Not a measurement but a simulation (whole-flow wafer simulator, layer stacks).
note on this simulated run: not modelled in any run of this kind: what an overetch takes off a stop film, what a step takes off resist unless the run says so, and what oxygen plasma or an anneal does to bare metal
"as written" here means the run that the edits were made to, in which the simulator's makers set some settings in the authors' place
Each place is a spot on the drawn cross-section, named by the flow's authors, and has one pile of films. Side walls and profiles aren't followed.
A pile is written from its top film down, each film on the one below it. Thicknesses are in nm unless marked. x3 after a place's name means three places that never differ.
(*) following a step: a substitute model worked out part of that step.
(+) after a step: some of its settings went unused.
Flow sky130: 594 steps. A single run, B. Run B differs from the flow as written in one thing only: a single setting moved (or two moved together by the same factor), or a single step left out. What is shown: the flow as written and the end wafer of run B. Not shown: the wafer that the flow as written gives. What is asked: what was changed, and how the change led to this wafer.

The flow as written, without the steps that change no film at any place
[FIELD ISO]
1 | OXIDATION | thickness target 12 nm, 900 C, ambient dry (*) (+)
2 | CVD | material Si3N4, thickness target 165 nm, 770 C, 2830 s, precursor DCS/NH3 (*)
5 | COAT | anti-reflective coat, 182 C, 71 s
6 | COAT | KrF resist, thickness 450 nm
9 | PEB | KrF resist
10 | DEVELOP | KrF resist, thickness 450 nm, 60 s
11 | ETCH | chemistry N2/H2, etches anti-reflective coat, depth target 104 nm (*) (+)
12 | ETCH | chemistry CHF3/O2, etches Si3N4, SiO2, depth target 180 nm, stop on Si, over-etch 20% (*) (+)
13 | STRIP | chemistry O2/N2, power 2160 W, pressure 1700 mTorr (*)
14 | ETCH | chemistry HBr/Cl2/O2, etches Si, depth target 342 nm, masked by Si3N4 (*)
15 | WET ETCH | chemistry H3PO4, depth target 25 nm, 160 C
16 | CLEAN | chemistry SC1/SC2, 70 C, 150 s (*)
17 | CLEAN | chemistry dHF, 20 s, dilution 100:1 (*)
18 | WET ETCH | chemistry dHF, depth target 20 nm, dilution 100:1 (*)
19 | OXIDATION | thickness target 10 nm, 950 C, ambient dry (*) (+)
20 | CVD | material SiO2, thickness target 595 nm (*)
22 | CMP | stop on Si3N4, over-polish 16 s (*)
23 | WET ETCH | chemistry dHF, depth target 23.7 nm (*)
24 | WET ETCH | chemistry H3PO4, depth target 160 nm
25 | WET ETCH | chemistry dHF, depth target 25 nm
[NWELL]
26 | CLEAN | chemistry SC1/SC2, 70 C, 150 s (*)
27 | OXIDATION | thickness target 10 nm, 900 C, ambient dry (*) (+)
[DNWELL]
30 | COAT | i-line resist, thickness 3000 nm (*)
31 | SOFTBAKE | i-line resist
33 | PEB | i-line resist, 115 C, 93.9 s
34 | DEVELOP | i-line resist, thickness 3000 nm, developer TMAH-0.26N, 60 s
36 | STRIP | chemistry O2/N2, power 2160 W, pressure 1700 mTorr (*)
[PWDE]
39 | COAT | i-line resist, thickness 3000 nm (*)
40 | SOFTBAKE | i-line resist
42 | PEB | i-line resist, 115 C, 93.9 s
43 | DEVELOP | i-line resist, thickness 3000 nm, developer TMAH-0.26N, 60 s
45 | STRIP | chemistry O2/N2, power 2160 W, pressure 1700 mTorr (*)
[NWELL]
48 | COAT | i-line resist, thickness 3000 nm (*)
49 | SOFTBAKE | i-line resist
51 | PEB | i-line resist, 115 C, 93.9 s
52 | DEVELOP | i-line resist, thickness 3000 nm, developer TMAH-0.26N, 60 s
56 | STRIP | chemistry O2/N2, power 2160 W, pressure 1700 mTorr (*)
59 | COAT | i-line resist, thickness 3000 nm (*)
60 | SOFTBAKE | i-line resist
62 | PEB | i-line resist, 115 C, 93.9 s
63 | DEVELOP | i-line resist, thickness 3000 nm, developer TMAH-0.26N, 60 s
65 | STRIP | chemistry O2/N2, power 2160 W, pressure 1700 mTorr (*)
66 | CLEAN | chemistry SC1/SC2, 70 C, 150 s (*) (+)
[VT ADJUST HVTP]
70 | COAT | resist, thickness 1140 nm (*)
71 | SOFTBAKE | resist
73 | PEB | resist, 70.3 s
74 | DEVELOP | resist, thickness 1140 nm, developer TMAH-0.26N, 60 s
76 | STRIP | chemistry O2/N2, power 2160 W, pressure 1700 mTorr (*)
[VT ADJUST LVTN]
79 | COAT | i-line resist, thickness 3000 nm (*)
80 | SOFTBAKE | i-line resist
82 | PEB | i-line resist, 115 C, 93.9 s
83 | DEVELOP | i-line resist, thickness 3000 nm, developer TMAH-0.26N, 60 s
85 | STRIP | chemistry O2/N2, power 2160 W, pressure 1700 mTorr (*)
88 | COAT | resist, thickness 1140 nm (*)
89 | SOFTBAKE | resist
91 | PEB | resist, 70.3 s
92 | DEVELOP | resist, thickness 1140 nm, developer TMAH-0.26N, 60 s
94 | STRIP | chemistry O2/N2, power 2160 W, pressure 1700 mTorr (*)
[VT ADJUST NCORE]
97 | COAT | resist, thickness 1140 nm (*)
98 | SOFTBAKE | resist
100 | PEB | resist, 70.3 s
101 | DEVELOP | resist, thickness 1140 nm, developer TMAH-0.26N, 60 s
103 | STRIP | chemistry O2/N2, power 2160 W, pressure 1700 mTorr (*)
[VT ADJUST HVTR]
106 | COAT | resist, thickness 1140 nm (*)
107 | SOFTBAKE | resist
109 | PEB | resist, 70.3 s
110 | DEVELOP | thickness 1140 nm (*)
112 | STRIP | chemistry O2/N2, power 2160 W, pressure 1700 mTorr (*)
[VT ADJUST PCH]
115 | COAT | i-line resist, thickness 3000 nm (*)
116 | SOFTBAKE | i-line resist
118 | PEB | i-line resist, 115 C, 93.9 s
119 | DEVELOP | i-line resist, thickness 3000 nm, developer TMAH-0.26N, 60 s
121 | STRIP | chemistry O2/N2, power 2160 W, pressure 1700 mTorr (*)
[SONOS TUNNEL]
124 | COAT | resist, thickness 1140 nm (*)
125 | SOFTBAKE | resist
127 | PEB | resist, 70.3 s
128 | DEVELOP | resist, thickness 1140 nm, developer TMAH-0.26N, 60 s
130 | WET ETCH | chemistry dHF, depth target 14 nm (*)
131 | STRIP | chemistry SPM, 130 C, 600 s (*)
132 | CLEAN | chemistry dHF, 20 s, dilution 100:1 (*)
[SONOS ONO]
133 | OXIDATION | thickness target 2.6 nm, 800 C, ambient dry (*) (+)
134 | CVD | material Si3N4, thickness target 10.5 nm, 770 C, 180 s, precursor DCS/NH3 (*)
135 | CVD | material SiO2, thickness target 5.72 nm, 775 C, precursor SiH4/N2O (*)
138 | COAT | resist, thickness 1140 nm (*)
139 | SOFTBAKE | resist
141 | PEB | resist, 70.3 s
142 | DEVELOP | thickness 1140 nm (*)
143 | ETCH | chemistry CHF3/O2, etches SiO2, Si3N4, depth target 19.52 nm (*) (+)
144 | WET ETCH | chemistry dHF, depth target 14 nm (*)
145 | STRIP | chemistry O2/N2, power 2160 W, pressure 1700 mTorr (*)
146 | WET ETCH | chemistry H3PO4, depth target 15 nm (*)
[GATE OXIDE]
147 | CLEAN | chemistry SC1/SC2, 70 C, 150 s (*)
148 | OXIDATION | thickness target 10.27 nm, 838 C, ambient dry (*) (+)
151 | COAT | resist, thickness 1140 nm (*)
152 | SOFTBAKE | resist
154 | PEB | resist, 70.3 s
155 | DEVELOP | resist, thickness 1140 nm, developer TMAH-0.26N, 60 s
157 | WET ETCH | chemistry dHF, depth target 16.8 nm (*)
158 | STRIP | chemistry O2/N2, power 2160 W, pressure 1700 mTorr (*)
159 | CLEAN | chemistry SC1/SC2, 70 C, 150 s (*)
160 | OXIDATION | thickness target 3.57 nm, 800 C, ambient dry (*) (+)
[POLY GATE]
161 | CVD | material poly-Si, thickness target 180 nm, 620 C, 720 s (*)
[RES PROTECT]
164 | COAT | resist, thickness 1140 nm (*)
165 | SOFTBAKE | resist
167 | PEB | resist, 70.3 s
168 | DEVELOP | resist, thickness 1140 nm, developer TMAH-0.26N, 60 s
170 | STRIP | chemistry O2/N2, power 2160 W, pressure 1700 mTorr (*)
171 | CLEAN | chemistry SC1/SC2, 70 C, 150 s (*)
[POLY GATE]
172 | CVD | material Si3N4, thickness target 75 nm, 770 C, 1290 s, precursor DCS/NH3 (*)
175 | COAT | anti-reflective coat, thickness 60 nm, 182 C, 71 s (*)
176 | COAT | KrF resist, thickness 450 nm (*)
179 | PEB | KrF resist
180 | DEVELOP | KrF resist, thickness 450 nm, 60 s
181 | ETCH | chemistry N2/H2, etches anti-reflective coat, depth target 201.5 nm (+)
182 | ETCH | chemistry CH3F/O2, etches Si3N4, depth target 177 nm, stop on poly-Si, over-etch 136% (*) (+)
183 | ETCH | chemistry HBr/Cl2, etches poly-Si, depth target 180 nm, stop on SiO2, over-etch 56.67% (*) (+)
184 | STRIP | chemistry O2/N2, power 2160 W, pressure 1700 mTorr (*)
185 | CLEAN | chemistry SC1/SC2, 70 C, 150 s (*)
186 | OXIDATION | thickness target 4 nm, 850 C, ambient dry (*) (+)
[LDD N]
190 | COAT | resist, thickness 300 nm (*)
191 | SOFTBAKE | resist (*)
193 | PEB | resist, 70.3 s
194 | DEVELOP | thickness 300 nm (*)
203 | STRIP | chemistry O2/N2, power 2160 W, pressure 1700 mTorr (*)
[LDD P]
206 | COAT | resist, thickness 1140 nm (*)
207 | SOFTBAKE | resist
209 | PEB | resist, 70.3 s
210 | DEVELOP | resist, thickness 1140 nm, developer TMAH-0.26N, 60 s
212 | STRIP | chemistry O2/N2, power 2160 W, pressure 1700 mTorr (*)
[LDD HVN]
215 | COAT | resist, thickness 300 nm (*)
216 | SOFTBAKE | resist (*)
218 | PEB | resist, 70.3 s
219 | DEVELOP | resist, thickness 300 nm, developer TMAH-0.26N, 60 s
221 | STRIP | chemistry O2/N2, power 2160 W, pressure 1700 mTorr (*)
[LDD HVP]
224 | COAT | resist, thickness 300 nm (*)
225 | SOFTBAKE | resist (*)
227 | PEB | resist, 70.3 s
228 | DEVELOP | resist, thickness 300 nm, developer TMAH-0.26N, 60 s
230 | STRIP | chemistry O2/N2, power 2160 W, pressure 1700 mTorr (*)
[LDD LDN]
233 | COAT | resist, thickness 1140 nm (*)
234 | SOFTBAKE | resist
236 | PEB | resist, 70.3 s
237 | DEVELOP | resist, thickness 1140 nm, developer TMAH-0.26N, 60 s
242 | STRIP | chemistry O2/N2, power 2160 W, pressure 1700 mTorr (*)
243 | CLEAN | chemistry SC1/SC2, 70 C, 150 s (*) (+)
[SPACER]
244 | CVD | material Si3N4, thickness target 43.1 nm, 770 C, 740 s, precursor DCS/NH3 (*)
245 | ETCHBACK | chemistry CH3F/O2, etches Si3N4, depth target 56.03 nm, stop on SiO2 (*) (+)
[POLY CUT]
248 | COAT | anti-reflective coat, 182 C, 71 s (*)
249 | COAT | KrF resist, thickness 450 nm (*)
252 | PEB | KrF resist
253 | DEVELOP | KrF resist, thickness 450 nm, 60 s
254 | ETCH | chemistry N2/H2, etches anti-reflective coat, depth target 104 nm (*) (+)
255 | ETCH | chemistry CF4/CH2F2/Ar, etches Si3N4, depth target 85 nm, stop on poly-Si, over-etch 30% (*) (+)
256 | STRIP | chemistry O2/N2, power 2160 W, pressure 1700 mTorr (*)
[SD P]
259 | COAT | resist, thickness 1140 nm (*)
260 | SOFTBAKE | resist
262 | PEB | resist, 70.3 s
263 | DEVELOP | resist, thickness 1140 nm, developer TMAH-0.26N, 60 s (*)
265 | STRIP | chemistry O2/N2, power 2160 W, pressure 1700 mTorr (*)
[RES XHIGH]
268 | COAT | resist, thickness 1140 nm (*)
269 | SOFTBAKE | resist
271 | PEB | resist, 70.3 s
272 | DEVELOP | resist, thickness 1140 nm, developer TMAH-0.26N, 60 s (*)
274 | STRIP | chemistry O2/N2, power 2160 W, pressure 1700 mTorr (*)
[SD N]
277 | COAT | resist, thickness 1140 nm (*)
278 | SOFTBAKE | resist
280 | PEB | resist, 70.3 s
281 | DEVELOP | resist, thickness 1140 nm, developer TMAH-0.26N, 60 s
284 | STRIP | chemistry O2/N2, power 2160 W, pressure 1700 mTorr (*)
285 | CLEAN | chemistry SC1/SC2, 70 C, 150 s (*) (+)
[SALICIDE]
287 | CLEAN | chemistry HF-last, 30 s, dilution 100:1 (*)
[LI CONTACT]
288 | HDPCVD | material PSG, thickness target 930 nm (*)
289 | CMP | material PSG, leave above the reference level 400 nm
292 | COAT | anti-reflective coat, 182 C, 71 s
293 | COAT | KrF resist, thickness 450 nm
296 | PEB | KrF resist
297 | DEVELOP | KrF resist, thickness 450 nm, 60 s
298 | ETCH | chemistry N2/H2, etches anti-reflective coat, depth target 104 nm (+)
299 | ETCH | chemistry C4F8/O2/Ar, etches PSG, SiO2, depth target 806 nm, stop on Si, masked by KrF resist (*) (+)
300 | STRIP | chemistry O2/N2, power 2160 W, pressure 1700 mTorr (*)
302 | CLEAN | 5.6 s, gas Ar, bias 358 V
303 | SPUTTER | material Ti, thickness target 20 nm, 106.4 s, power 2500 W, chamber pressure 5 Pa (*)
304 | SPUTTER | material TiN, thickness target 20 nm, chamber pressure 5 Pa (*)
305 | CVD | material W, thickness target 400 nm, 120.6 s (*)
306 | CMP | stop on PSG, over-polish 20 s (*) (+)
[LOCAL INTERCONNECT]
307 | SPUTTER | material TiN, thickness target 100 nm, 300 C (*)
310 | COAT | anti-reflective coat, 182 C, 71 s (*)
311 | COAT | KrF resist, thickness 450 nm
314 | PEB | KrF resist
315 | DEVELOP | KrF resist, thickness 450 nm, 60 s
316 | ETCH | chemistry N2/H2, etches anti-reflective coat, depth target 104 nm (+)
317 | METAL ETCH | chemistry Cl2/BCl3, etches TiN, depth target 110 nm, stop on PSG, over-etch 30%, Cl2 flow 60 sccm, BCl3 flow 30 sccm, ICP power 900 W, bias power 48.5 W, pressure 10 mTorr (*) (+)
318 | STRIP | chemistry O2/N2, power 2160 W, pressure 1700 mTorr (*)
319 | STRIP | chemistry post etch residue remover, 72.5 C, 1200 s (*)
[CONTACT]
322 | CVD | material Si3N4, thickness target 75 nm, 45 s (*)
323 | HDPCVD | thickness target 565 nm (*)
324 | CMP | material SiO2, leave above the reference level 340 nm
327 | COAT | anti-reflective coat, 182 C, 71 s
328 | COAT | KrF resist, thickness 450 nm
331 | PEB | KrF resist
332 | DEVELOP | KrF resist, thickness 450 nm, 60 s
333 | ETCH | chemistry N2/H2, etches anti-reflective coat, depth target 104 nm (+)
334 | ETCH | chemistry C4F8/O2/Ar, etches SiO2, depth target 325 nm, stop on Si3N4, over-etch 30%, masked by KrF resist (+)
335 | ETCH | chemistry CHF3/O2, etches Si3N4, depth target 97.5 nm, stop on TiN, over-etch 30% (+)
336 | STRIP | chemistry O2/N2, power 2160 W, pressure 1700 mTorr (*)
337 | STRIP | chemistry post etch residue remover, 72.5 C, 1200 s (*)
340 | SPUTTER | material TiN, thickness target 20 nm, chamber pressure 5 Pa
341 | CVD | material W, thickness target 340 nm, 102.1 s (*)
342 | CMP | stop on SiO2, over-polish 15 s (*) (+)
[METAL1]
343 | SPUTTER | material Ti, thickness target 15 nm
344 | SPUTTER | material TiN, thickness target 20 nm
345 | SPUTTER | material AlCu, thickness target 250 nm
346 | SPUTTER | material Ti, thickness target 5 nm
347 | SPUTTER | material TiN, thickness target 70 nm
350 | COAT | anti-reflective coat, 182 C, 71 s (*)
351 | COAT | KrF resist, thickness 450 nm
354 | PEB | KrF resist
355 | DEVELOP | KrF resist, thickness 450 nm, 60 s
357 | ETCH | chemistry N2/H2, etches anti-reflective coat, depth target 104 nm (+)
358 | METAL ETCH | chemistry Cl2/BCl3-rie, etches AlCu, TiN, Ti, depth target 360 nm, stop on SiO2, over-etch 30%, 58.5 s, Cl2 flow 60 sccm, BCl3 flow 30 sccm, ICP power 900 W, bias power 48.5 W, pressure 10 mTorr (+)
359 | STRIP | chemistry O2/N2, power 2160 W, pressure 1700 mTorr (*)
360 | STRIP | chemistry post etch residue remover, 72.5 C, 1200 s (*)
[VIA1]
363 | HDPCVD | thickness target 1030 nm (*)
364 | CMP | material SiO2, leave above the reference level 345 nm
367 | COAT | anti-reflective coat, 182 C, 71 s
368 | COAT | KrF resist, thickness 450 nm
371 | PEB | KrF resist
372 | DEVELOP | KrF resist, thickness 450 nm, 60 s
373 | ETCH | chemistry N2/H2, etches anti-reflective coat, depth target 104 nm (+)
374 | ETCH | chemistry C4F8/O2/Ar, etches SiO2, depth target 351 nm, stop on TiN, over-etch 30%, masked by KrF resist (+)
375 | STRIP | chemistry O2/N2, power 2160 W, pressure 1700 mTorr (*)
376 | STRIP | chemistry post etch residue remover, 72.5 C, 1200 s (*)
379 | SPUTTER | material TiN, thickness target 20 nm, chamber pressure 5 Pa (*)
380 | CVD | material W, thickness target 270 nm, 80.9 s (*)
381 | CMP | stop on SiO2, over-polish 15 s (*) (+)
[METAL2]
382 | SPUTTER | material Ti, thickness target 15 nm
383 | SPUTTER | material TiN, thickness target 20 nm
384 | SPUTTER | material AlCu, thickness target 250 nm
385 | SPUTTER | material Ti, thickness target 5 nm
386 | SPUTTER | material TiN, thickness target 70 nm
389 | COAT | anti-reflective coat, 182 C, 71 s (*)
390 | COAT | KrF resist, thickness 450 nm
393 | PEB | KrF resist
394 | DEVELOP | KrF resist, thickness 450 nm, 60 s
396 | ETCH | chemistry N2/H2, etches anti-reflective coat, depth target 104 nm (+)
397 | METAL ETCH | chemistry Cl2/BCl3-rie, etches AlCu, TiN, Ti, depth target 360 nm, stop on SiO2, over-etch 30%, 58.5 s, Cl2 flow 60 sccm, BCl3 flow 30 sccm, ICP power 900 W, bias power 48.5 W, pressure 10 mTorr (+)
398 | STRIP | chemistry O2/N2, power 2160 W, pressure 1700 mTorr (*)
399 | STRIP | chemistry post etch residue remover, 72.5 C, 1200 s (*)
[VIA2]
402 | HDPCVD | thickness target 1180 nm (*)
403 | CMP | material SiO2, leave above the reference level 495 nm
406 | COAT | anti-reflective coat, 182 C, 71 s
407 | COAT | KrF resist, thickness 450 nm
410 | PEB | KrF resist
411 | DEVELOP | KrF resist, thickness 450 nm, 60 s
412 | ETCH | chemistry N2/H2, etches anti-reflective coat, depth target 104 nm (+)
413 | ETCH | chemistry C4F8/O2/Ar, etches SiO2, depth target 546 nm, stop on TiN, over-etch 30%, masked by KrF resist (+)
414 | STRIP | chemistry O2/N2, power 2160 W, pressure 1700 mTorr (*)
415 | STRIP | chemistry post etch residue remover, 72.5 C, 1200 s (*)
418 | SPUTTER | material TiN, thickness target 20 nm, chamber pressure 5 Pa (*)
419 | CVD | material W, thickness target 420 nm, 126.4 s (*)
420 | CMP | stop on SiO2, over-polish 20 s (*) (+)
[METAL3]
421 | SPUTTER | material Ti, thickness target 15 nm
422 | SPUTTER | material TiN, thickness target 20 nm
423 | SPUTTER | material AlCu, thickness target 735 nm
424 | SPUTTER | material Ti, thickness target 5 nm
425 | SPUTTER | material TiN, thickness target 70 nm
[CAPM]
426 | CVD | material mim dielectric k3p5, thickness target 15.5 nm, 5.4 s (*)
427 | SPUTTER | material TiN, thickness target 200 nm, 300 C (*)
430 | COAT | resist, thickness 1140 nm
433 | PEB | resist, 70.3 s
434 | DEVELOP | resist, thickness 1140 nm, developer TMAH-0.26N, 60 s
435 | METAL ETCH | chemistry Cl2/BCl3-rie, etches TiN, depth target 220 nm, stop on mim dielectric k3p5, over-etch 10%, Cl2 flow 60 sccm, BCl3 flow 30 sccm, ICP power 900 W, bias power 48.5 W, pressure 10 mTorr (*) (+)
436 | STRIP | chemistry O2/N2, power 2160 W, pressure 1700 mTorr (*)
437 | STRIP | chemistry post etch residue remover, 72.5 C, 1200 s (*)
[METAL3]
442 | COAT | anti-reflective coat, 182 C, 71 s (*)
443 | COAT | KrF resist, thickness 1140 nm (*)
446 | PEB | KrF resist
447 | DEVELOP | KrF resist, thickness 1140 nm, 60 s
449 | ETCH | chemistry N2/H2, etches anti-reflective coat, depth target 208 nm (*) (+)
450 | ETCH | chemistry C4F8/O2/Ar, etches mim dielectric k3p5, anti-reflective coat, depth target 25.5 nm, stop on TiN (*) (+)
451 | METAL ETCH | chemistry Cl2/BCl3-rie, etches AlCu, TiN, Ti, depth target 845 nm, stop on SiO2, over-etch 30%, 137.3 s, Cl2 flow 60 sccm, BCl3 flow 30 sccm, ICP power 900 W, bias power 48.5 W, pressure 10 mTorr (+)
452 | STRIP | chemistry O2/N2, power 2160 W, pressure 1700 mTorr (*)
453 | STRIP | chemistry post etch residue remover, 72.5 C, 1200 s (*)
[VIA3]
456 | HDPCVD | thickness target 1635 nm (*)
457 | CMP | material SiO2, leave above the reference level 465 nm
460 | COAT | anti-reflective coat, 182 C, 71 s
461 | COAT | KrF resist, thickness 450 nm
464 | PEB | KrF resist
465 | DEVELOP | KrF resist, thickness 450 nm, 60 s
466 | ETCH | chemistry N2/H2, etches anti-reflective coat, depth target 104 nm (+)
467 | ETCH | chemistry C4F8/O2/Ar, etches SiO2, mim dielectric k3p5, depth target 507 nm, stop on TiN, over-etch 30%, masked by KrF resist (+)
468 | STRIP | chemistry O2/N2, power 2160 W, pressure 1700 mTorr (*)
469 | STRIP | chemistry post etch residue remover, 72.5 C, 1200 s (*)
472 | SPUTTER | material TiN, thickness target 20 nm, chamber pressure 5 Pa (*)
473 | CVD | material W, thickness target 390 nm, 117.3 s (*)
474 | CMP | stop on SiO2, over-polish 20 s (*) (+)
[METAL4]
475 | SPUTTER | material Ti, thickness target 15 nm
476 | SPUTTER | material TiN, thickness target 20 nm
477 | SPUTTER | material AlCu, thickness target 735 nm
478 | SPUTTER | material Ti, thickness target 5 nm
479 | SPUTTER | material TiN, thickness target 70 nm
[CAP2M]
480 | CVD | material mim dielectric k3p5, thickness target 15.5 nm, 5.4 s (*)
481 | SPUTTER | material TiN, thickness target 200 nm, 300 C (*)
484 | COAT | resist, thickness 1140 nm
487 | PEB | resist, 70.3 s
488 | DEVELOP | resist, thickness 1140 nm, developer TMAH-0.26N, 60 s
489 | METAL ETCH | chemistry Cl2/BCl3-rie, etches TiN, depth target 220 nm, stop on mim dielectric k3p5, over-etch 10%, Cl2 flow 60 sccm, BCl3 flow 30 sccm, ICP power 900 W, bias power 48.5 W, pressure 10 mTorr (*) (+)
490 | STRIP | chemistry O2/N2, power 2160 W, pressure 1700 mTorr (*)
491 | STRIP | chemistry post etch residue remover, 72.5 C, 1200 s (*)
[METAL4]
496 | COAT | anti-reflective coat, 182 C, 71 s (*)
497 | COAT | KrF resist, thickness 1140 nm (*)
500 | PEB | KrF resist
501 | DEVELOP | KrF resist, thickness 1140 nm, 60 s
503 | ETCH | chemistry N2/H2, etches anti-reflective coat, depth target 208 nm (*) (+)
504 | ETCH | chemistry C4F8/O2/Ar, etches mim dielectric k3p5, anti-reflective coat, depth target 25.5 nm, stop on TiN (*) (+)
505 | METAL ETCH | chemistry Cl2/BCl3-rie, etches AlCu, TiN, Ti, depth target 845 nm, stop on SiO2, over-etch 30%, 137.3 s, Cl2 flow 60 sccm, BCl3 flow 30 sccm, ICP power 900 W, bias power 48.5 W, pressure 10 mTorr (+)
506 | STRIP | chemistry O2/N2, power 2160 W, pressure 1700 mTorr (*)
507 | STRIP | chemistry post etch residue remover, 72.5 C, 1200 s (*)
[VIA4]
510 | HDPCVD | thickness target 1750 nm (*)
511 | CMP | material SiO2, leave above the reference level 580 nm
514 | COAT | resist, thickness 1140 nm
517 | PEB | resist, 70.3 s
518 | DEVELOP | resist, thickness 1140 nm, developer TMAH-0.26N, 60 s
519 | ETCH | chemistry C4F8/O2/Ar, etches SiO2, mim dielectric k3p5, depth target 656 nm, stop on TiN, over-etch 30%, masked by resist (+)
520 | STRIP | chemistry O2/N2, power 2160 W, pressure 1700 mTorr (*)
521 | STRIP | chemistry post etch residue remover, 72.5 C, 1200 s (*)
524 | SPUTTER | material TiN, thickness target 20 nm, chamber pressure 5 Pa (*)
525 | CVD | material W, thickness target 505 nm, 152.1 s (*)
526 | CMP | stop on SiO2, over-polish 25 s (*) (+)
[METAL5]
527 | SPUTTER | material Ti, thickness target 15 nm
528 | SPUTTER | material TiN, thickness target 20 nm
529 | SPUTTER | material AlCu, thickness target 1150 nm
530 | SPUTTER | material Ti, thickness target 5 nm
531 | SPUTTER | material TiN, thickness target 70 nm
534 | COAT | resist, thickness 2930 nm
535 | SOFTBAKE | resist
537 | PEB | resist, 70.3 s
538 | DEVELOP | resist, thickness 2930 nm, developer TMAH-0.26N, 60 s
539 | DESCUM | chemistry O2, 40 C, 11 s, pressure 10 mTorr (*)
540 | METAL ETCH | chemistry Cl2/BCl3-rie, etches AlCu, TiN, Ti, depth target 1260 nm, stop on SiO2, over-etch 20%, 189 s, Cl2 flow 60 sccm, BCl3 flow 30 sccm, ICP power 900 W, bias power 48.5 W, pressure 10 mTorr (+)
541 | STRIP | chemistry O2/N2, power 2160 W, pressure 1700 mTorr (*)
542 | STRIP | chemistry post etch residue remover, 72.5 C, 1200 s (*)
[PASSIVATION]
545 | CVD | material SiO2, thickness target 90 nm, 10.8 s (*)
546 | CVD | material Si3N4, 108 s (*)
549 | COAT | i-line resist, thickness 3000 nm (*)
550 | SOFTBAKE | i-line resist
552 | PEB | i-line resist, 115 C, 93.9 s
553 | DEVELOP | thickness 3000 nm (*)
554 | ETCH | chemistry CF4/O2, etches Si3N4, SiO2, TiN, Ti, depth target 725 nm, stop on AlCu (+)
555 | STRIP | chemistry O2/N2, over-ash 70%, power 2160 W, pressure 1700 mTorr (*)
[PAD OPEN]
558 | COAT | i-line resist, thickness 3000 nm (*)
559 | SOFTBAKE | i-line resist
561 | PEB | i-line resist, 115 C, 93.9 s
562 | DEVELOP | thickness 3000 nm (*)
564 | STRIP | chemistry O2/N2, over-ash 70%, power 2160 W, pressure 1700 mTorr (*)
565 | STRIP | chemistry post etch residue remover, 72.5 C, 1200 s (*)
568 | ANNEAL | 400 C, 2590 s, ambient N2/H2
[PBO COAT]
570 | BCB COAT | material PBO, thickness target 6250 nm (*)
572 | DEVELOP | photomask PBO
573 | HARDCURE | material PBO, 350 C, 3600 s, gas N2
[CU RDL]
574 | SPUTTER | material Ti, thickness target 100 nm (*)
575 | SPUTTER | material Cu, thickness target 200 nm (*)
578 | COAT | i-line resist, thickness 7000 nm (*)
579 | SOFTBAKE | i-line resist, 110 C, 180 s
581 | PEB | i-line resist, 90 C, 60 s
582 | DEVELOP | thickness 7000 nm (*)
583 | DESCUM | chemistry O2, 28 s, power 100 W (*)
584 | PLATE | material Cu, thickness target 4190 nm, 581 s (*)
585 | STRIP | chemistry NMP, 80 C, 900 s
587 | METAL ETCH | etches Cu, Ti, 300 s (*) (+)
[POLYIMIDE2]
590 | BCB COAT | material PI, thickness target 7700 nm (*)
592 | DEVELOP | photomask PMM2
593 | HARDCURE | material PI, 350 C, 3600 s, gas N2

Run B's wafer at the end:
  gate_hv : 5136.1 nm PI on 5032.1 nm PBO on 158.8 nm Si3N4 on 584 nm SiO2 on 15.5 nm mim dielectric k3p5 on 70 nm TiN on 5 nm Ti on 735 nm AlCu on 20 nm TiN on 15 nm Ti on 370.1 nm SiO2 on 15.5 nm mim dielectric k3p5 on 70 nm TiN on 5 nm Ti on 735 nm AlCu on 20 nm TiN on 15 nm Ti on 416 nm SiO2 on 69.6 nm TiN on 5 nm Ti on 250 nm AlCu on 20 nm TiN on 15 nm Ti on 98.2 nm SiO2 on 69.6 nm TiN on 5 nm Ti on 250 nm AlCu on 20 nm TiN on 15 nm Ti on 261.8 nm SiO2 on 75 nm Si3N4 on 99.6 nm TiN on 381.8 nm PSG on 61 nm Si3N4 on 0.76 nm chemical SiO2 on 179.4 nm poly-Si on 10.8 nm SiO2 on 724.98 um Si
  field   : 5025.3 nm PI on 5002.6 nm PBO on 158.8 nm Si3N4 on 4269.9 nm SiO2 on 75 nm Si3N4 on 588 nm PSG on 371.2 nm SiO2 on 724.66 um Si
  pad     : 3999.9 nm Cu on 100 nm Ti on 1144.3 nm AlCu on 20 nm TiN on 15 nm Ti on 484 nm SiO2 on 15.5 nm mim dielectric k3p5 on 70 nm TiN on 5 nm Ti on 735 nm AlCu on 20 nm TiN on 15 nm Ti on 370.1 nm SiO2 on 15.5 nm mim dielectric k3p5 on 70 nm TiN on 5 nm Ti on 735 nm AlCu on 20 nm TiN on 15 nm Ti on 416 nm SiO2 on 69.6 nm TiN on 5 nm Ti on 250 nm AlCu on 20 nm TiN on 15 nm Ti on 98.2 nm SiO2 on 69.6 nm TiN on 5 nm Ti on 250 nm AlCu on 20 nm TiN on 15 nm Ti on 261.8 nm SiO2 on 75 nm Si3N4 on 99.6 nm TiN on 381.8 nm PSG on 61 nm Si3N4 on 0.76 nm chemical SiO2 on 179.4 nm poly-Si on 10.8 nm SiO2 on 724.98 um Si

Cause: step 364, CMP: leave above the reference level 176 nm was run, though the flow has leave above the reference level 345 nm.

Step by step, how the change led to this:
  364 | CMP | material SiO2, leave above the reference level 345 nm
      n_well, p_well, gate_hv and 100 more: SiO2 loses 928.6 (in the flow as written it would be: SiO2 loses 759.6)
      field, active, gate and 81 more: SiO2 loses 558.1 (in the flow as written it would be: SiO2 loses 389.1)
      (as well as at 4 more places)
  374 | ETCH | chemistry C4F8/O2/Ar, etches SiO2, depth target 351 nm, stop on TiN, over-etch 30%, masked by KrF resist (+)
      field, active, n_well and 186 more: KrF resist loses 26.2 (in the flow as written it would be: KrF resist loses 70.1)
      m1, via1_hole: SiO2 loses 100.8 (all of it) (in the flow as written it would be: SiO2 loses 269.8 (all of it))
  375 | STRIP | chemistry O2/N2, power 2160 W, pressure 1700 mTorr (*)
      field, active, n_well and 186 more: KrF resist loses 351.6 (all of it), anti-reflective coat loses 80 (all of it) (in the flow as written it would be: KrF resist loses 307.7 (all of it), anti-reflective coat loses 80 (all of it))
  379 | SPUTTER | material TiN, thickness target 20 nm, chamber pressure 5 Pa (*)
      m1: TiN gains 15 (in the flow as written it would be: TiN gains 11)
      via1_hole: TiN gains 14.9 (in the flow as written it would be: TiN gains 10.9)
  380 | CVD | material W, thickness target 270 nm, 80.9 s (*)
      m1, via1_hole: W gains 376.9 (new film) (in the flow as written it would be: W gains 549.9 (new film))
